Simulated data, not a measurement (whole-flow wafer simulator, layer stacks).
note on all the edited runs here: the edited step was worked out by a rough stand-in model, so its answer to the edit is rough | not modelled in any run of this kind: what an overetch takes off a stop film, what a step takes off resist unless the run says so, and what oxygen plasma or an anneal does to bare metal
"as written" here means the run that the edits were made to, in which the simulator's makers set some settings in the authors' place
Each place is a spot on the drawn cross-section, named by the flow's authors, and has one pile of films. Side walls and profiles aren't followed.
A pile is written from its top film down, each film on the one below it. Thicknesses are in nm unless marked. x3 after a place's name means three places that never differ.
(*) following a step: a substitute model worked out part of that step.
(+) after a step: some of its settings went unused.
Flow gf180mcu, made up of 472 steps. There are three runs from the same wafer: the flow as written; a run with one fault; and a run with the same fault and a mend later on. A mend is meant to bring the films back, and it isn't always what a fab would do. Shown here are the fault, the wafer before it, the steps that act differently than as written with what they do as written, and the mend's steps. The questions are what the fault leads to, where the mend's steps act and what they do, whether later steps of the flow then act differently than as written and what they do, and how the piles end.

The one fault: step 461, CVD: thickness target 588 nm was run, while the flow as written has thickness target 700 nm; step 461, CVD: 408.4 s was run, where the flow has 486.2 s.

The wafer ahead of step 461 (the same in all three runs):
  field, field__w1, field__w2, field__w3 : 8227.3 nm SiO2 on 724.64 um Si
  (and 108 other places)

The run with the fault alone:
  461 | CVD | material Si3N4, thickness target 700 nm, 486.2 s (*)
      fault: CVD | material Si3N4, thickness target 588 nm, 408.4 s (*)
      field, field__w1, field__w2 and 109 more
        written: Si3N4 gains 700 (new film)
        fault: Si3N4 gains 588 (new film)
  Steps further on in the flow that do not act as written (not shown: 4 more steps that differ only slightly, by at most 2% or 0.5 nm, whichever is larger):
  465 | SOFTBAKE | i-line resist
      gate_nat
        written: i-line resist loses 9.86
        fault: i-line resist loses 9.34
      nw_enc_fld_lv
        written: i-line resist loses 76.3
        fault: i-line resist loses 74.7
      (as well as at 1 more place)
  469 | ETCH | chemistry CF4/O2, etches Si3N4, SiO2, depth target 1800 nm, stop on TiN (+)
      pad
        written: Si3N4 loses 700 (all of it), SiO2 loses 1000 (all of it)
        fault: Si3N4 loses 588 (all of it), SiO2 loses 1000 (all of it)
  At field, field__w1, field__w2 and 108 more, the piles at the end differ from the flow's by more than 2% or 0.5 nm, whichever is larger.
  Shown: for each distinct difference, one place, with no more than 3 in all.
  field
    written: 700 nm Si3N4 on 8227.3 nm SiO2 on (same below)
    fault: 588 nm Si3N4 on 8227.3 nm SiO2 on (same below)
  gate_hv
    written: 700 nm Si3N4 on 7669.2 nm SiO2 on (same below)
    fault: 588 nm Si3N4 on 7669.2 nm SiO2 on (same below)
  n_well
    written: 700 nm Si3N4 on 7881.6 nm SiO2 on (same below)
    fault: 588 nm Si3N4 on 7881.6 nm SiO2 on (same below)

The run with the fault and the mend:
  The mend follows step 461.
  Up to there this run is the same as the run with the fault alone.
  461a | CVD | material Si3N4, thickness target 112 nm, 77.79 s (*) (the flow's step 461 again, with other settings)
      field, field__w1, field__w2 and 109 more
        Si3N4 gains 112.1
  None of the later steps of the flow differs from how it acts as written, at any place that is followed, by more than 2% or 0.5 nm, whichever is larger.
  The piles end only slightly different from the flow's at the places that both follow, by no more than 2% or 0.5 nm, whichever is larger.
